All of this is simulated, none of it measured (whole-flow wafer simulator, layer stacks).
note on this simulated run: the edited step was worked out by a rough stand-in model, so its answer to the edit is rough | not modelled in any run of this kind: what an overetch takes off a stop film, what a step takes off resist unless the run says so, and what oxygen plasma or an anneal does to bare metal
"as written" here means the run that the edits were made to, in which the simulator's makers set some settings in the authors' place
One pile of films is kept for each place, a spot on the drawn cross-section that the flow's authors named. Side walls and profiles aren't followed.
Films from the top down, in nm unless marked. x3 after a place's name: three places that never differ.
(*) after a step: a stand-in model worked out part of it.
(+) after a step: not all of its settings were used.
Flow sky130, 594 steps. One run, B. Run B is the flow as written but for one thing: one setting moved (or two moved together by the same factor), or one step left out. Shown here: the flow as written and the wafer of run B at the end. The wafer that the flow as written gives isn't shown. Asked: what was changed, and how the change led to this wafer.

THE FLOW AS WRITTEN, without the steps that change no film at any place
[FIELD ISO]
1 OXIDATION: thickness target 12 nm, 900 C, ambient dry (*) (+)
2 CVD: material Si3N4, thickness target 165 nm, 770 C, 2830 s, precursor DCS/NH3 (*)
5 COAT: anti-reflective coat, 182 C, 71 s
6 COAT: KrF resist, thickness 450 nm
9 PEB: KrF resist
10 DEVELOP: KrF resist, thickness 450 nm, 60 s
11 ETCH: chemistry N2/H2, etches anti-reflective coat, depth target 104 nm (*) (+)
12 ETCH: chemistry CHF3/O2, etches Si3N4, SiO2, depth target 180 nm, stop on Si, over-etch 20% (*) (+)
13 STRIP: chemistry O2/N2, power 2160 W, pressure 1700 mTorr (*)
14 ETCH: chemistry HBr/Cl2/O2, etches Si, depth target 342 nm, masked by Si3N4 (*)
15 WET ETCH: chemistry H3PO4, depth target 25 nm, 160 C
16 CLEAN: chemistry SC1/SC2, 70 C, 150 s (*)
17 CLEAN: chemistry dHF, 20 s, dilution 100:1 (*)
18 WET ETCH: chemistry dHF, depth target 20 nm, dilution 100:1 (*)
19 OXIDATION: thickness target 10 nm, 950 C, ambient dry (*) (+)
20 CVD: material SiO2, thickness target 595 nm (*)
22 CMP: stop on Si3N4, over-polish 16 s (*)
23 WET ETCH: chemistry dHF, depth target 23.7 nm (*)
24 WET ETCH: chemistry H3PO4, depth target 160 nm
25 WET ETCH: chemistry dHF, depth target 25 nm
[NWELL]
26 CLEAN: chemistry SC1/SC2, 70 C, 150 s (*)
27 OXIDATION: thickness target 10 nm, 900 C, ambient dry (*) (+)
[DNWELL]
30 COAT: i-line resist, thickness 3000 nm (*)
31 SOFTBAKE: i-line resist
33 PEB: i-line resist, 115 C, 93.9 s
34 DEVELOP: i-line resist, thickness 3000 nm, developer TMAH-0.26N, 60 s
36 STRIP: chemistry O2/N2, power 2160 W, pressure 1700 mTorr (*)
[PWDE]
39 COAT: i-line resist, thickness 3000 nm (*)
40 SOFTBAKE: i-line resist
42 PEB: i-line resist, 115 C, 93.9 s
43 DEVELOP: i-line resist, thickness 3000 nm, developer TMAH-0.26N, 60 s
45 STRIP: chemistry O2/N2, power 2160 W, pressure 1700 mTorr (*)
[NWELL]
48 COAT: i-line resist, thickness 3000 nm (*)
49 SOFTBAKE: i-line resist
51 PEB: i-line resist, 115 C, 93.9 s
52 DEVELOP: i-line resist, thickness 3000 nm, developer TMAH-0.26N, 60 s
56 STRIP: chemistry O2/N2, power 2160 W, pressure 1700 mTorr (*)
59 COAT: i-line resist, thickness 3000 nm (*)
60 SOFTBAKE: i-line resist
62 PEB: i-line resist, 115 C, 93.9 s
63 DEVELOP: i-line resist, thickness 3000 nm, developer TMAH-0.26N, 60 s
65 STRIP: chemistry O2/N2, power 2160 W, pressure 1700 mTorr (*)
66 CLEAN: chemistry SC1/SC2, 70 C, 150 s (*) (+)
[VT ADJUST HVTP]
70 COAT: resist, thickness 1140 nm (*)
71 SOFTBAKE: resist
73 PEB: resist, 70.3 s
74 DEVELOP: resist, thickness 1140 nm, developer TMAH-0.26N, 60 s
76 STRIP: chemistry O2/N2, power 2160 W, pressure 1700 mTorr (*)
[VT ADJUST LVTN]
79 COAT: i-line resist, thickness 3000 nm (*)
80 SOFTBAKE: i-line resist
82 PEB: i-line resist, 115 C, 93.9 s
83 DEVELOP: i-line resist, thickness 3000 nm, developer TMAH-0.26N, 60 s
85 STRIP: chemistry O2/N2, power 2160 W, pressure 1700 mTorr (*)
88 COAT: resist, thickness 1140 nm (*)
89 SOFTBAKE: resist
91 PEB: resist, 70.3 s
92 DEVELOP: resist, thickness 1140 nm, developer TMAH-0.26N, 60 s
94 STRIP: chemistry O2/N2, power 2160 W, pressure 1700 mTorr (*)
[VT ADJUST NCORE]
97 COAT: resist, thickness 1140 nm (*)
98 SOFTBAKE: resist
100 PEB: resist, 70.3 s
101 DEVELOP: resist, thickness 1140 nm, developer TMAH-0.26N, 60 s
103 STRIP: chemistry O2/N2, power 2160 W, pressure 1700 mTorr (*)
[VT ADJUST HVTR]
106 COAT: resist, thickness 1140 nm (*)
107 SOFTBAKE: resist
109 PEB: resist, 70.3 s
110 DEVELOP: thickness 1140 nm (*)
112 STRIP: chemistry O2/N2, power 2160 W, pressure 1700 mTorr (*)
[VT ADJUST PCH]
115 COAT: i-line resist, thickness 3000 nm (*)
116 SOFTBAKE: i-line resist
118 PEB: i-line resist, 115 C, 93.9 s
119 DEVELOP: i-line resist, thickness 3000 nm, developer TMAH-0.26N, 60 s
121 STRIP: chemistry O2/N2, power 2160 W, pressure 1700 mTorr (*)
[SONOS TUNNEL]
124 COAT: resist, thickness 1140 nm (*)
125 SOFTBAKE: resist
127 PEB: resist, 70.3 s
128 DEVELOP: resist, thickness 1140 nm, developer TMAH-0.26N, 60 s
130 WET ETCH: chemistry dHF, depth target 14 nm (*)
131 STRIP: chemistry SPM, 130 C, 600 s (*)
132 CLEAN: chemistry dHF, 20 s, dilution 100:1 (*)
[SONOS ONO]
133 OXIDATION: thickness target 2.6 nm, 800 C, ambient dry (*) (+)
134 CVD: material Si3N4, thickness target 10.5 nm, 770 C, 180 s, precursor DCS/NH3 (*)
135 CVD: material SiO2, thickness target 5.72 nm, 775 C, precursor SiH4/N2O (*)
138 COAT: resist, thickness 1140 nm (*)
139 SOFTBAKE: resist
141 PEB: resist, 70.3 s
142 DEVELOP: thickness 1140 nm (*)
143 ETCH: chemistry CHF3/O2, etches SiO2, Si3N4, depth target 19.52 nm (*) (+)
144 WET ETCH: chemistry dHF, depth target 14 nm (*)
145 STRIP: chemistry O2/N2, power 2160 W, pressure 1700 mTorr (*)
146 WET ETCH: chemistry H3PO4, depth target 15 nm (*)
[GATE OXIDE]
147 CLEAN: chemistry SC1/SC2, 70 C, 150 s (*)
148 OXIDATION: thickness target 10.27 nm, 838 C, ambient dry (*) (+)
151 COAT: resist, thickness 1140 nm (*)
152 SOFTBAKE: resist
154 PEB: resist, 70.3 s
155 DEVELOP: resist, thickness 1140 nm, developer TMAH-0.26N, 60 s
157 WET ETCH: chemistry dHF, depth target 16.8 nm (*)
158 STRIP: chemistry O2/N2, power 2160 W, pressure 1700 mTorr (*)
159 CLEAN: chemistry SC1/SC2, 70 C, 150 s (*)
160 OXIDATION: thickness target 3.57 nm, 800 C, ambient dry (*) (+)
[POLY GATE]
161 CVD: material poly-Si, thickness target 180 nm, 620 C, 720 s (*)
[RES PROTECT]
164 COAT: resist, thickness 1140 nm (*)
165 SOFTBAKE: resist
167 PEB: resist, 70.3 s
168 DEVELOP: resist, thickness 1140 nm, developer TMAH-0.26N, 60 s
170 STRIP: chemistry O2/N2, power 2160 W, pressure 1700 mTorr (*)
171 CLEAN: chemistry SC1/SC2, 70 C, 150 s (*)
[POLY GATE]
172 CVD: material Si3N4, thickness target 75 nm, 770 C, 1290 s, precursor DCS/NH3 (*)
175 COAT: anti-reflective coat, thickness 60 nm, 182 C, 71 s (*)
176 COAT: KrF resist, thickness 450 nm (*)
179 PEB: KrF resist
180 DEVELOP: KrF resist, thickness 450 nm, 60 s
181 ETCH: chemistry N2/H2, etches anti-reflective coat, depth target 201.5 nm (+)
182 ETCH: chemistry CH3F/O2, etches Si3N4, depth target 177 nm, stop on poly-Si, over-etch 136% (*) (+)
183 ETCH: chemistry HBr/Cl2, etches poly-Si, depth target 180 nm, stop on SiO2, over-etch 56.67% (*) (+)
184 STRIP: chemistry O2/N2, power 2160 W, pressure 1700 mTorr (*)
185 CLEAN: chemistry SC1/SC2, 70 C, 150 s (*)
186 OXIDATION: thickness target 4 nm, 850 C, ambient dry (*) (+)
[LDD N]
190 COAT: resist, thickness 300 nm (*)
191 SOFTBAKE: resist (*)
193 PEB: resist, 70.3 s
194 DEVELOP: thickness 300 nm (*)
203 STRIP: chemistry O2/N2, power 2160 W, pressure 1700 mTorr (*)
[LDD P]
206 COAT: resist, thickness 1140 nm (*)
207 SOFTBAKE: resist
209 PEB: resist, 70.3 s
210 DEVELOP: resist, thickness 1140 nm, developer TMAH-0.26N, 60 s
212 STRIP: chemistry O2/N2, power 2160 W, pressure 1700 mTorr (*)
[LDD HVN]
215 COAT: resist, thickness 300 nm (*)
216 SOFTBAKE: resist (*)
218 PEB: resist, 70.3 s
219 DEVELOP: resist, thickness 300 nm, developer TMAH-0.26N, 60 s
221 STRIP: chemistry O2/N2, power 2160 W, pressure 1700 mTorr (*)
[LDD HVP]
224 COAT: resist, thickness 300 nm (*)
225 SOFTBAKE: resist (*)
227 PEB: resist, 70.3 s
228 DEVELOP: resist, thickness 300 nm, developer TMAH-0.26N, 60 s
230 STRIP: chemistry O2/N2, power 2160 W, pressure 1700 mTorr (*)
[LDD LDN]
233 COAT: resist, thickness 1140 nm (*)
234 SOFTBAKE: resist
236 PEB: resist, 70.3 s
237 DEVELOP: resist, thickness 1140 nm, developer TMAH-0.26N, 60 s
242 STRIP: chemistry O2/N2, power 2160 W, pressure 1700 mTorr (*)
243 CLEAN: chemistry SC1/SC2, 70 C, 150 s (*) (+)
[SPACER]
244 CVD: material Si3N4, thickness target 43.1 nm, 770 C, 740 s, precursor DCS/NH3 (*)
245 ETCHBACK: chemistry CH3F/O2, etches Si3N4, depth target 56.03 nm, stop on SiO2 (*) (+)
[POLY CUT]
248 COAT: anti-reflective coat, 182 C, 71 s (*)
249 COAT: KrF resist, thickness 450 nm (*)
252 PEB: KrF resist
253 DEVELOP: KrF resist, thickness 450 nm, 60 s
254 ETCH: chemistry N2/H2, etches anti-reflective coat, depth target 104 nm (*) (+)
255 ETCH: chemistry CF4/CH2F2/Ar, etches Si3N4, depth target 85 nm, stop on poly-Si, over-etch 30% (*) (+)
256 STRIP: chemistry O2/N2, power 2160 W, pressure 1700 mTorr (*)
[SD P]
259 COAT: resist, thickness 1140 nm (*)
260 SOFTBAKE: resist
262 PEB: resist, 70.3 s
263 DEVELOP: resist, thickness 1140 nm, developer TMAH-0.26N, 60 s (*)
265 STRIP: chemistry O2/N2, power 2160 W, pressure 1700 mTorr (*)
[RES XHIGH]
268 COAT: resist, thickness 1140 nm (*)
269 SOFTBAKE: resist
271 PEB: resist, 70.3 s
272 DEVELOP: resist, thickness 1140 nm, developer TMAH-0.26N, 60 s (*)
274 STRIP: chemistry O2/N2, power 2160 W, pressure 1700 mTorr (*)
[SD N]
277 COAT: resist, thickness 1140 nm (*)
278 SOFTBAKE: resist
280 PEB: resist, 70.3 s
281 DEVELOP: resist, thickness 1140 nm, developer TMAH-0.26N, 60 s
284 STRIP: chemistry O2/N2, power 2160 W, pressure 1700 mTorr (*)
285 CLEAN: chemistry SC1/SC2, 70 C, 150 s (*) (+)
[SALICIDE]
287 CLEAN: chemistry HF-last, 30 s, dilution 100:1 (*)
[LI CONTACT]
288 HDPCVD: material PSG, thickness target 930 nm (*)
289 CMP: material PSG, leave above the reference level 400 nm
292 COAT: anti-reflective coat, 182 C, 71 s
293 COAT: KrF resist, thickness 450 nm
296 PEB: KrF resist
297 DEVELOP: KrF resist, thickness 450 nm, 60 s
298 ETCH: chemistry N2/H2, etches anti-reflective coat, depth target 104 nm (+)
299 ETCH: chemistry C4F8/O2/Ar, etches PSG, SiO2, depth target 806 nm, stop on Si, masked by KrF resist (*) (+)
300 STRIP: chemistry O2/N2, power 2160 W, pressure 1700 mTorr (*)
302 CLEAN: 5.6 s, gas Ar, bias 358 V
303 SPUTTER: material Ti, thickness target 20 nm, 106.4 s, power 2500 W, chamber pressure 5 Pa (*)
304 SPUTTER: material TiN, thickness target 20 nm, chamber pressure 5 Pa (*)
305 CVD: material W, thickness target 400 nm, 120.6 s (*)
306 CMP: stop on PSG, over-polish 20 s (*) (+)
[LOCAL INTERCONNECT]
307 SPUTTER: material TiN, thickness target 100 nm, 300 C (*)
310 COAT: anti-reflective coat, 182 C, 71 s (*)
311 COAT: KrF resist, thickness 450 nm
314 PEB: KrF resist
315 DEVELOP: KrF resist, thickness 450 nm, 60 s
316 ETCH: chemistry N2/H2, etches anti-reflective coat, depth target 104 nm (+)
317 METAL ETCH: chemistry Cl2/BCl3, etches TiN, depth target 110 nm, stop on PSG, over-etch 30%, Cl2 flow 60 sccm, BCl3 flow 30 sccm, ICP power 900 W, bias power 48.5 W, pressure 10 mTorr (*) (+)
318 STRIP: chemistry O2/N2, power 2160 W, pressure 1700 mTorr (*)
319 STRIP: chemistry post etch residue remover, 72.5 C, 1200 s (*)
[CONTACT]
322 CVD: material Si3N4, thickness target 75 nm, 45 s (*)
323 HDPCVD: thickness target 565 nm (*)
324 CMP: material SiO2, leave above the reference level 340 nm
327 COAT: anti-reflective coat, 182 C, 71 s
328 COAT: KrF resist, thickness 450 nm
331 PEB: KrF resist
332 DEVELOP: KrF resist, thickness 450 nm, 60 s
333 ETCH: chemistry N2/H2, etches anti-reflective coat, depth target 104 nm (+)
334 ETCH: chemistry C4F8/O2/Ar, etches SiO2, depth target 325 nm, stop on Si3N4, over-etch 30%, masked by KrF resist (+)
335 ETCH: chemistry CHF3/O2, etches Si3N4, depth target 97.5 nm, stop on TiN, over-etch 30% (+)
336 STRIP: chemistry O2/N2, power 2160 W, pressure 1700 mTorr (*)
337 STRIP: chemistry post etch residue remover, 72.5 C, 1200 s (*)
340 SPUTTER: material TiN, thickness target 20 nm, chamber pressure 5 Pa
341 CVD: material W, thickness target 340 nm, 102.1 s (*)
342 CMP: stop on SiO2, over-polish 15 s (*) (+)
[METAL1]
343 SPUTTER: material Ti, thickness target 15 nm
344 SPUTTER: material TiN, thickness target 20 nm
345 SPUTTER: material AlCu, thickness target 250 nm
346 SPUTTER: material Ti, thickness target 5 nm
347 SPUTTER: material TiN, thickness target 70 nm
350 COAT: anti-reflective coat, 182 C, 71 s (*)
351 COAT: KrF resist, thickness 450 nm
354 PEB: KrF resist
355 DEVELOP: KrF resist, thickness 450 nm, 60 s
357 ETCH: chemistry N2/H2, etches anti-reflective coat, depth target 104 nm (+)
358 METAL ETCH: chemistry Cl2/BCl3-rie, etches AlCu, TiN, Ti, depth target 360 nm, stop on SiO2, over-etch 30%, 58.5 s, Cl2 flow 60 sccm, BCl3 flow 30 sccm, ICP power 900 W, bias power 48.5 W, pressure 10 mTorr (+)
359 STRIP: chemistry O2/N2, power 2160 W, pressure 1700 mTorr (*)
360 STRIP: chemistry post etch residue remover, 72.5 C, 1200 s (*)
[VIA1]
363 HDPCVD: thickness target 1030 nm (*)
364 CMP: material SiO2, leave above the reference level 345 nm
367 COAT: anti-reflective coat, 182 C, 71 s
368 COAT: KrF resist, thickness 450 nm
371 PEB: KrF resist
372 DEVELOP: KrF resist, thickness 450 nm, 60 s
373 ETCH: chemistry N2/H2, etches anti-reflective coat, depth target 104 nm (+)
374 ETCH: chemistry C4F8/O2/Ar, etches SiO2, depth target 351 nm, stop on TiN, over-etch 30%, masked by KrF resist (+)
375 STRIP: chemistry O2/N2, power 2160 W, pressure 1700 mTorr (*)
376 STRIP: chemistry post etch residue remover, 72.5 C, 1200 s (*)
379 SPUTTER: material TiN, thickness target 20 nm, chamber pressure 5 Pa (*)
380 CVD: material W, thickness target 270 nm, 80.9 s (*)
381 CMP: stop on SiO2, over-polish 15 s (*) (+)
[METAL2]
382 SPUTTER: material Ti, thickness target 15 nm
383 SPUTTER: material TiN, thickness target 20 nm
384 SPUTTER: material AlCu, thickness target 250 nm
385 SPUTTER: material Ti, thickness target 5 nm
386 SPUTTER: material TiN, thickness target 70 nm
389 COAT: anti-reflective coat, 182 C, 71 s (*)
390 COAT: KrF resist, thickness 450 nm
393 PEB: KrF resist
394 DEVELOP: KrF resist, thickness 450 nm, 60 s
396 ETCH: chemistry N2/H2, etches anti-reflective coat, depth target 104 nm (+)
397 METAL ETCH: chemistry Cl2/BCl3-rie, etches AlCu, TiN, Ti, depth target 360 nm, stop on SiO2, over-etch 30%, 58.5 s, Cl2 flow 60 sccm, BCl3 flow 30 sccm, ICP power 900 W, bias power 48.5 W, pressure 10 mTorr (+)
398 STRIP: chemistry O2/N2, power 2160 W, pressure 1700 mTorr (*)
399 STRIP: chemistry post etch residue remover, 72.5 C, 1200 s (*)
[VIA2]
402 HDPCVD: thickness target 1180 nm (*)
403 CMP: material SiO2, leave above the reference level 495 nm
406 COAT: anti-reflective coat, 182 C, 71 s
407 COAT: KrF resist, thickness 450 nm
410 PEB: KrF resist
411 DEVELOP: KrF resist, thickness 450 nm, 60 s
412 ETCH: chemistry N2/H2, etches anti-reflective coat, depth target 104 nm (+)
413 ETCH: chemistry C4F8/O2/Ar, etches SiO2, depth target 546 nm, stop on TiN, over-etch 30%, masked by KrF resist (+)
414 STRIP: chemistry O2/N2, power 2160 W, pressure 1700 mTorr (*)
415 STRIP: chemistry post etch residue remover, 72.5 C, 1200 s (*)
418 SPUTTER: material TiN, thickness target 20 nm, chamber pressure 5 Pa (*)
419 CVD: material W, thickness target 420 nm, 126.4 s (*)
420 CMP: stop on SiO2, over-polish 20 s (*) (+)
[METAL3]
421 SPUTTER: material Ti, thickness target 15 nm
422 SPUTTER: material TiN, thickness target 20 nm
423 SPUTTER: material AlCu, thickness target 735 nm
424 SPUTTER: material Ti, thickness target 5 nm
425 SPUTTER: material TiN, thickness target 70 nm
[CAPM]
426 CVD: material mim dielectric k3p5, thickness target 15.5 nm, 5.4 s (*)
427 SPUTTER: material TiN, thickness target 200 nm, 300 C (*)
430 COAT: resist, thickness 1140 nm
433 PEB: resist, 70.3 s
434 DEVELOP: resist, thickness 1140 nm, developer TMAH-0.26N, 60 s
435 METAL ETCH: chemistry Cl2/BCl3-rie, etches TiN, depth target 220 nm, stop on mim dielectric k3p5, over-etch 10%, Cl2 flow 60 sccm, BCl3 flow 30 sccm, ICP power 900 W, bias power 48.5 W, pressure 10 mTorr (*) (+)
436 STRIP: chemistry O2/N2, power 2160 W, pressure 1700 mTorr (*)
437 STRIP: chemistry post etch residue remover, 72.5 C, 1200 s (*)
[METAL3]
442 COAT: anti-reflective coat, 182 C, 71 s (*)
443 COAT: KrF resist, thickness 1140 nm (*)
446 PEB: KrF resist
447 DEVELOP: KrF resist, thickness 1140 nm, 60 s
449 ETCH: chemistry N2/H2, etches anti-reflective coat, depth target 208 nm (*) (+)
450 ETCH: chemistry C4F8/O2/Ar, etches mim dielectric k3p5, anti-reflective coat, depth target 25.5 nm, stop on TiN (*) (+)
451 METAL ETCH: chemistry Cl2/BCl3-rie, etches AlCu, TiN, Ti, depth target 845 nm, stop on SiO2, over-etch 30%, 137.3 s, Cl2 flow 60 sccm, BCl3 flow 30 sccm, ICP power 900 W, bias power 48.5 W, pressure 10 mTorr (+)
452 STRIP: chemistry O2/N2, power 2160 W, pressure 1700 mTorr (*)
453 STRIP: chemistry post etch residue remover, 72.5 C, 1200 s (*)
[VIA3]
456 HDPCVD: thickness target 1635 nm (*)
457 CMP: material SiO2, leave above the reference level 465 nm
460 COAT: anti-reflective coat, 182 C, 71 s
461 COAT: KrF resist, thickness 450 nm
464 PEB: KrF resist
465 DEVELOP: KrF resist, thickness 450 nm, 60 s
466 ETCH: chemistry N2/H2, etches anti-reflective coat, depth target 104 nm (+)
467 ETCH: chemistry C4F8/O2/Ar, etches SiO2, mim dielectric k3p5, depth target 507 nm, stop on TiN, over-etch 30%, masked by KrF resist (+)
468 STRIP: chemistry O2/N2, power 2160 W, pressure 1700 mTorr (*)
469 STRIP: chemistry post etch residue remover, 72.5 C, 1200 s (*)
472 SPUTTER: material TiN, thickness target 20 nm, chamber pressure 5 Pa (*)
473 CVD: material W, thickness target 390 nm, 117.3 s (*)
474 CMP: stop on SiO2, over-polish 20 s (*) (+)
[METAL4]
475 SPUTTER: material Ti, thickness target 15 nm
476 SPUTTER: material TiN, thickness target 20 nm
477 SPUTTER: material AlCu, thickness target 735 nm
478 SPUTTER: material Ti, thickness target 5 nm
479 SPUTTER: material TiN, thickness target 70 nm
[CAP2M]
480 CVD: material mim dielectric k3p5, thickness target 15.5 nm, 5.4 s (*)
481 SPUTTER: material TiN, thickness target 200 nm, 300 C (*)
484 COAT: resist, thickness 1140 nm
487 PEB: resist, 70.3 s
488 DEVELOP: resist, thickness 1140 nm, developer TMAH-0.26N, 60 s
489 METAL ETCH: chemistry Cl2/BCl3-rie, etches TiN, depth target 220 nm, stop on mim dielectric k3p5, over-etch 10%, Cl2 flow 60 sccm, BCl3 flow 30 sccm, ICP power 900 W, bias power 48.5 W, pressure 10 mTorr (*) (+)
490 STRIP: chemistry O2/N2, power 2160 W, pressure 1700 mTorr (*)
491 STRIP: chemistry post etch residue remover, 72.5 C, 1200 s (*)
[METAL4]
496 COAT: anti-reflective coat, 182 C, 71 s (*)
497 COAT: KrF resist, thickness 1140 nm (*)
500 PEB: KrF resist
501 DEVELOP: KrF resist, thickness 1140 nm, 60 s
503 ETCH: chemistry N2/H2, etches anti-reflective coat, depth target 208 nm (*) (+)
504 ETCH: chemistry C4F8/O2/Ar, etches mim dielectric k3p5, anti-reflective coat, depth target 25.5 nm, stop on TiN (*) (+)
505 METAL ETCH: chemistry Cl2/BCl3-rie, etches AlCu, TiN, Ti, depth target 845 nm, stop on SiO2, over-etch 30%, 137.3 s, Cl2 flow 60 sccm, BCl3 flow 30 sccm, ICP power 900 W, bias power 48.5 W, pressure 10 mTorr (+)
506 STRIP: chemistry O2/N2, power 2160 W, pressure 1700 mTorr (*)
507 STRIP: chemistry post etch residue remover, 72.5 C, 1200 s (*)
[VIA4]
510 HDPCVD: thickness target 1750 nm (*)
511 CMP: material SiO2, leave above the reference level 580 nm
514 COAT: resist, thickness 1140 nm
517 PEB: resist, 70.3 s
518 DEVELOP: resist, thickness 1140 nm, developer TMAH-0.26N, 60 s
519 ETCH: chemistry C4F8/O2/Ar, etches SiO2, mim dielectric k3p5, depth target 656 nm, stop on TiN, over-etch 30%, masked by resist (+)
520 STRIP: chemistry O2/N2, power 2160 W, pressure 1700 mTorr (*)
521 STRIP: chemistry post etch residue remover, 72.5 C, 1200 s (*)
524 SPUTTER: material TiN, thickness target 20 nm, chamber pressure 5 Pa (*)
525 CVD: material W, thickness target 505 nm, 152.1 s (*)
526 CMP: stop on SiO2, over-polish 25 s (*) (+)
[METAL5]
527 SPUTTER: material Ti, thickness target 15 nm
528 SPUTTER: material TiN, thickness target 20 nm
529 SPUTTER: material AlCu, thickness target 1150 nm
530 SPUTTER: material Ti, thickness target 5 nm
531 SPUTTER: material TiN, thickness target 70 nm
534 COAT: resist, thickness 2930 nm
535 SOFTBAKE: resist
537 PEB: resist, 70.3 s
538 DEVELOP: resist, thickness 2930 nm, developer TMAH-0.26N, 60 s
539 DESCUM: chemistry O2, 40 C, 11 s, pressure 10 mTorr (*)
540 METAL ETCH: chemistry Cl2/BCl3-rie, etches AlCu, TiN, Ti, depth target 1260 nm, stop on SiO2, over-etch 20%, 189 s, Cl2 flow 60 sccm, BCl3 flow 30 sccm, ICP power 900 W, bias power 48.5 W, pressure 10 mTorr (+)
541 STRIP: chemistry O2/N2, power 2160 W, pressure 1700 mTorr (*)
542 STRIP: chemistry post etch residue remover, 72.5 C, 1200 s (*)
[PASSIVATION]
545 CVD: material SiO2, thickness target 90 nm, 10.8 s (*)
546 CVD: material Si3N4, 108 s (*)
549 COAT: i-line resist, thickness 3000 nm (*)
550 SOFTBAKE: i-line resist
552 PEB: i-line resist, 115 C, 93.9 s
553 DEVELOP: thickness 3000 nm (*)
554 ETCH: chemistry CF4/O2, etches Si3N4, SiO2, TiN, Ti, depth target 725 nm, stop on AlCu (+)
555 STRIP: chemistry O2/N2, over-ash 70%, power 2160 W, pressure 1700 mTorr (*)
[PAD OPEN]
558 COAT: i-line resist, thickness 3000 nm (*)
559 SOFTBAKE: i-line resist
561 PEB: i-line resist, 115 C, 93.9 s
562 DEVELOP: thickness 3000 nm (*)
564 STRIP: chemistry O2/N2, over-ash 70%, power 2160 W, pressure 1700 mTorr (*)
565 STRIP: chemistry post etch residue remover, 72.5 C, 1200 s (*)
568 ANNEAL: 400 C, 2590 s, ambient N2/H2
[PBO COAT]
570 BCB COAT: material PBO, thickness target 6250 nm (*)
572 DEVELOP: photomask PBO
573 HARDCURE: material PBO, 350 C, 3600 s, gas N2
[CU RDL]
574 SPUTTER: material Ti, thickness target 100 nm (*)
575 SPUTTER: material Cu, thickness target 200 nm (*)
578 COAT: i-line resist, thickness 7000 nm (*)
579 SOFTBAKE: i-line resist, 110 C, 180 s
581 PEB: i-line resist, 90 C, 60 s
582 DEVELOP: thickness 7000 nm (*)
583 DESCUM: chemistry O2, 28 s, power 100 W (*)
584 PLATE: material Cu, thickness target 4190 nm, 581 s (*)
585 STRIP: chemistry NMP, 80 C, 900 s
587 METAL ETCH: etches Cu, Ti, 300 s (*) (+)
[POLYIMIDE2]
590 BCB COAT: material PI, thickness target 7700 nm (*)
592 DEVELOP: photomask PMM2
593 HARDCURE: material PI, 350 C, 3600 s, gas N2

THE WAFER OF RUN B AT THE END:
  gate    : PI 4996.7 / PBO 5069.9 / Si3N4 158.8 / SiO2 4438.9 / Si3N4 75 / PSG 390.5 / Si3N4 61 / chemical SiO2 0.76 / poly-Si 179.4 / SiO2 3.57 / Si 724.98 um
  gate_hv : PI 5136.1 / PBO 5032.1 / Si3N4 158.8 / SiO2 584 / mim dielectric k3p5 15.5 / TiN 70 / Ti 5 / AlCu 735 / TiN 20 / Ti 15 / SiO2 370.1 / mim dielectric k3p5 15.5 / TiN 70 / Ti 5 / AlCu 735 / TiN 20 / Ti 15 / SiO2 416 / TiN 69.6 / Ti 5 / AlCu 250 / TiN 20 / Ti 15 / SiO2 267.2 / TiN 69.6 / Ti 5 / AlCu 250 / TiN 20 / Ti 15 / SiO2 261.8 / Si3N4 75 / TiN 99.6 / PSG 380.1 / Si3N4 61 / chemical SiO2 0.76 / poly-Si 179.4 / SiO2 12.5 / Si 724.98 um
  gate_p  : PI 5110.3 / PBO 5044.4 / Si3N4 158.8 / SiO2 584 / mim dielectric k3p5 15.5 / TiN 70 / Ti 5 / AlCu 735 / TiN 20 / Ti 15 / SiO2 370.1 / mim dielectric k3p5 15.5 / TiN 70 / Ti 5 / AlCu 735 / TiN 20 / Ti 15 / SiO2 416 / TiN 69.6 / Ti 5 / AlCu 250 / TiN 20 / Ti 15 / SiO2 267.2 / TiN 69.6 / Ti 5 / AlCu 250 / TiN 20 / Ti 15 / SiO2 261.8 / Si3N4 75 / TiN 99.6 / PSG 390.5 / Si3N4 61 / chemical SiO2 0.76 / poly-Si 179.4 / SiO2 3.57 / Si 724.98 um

The cause: step 148, OXIDATION: thickness target 12.07 nm was run, where the flow has thickness target 10.27 nm.

How the change led to this, step by step:
  148 OXIDATION: thickness target 10.27 nm, 838 C, ambient dry (*) (+)
      active, n_well, p_well and 98 more: SiO2 +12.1 (new film), chemical SiO2 -0.76 (all of it), Si -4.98 (as written it would be: SiO2 +10.3 (new film), chemical SiO2 -0.76 (all of it), Si -4.18)
  157 WET ETCH: chemistry dHF, depth target 16.8 nm (*)
      active, n_well, p_well and 58 more: SiO2 -12.1 (all of it) (as written it would be: SiO2 -10.3 (all of it))
  248 COAT: anti-reflective coat, 182 C, 71 s (*)
      m1: anti-reflective coat +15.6 (new film) (as written it would be: anti-reflective coat +16.3 (new film))
      gate_p_hv: anti-reflective coat +15 (new film) (as written it would be: anti-reflective coat +15.8 (new film))
  256 STRIP: chemistry O2/N2, power 2160 W, pressure 1700 mTorr (*)
      m1: KrF resist -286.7 (all of it), anti-reflective coat -15.6 (all of it) (as written it would be: KrF resist -287.2 (all of it), anti-reflective coat -16.3 (all of it))
      gate_p_hv: KrF resist -328.8 (all of it), anti-reflective coat -15 (all of it) (as written it would be: KrF resist -328.9 (all of it), anti-reflective coat -15.8 (all of it))
  306 CMP: stop on PSG, over-polish 20 s (*) (+)
      poly_licon: W -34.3 (as written it would be: W -33.3)
